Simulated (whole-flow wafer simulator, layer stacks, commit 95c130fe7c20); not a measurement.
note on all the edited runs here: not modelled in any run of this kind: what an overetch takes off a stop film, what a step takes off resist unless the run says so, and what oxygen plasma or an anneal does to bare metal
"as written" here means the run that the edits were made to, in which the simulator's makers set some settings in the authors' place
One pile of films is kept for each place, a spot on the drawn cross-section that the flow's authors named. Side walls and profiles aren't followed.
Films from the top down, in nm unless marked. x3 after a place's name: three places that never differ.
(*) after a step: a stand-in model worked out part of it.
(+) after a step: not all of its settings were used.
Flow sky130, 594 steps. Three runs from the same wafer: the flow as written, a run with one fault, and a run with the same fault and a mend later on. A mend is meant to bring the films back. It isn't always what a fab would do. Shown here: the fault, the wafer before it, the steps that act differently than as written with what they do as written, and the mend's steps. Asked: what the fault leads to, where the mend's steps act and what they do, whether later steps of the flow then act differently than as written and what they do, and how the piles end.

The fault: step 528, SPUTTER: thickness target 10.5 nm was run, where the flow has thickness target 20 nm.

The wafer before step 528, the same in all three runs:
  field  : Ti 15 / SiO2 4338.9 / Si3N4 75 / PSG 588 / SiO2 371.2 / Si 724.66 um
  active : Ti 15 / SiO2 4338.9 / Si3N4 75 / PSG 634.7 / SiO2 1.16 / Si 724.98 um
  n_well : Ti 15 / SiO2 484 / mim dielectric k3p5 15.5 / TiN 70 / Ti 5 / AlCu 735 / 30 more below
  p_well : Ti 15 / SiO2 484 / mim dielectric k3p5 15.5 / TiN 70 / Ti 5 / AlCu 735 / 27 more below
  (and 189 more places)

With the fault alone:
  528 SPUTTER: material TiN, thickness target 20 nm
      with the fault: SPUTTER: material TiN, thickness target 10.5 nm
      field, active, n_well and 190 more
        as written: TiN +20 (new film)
        with the fault: TiN +10.5 (new film)
  Later steps of the flow that act differently than as written (19 more steps differ only slightly, by at most 2% or 0.5 nm, whichever is larger, and aren't shown):
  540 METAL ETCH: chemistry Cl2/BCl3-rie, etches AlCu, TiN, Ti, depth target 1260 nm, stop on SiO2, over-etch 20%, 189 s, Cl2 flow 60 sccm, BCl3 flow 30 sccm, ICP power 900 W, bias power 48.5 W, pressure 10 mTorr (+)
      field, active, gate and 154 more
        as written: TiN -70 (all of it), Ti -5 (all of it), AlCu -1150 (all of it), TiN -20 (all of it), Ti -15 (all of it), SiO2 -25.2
        with the fault: TiN -70 (all of it), Ti -5 (all of it), AlCu -1150 (all of it), TiN -10.5 (all of it), Ti -15 (all of it), SiO2 -26.1
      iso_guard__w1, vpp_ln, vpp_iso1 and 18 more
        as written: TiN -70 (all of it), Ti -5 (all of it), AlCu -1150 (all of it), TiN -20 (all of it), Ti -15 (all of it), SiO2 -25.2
        with the fault: TiN -70 (all of it), Ti -5 (all of it), AlCu -1150 (all of it), TiN -10.5 (all of it), Ti -15 (all of it), SiO2 -26.2
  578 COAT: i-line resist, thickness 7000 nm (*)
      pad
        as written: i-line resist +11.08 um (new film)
        with the fault: i-line resist +11.09 um (new film)
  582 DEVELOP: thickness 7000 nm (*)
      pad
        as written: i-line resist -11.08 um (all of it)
        with the fault: i-line resist -11.09 um (all of it)
  At the end the piles differ from the flow's by more than 2% or 0.5 nm, whichever is larger, at n_well, p_well, sd_n and 12 more.
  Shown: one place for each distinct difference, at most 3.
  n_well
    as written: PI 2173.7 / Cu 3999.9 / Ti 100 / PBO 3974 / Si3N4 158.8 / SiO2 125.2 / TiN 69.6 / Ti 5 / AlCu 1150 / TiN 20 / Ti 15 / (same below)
    with the fault: PI 2174.8 / Cu 3999.9 / Ti 100 / PBO 3980.9 / Si3N4 158.8 / SiO2 125.2 / TiN 69.6 / Ti 5 / AlCu 1150 / TiN 10.5 / Ti 15 / (same below)
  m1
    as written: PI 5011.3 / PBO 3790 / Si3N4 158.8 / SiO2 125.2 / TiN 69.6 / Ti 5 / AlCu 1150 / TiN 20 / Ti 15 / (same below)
    with the fault: PI 5011.8 / PBO 3797.9 / Si3N4 158.8 / SiO2 125.2 / TiN 69.6 / Ti 5 / AlCu 1150 / TiN 10.5 / Ti 15 / (same below)
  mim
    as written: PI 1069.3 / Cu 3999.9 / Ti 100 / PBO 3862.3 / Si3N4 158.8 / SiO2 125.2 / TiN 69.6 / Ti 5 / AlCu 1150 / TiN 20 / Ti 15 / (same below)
    with the fault: PI 1070.2 / Cu 3999.9 / Ti 100 / PBO 3869.6 / Si3N4 158.8 / SiO2 125.2 / TiN 69.6 / Ti 5 / AlCu 1150 / TiN 10.5 / Ti 15 / (same below)

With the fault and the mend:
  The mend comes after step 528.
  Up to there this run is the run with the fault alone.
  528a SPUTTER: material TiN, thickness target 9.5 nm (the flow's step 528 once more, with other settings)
      field, active, n_well and 190 more
        TiN +9.5
  No later step of the flow acts differently than as written at any place that is followed.
  At the end the piles are the same as the flow's at every place that both follow.
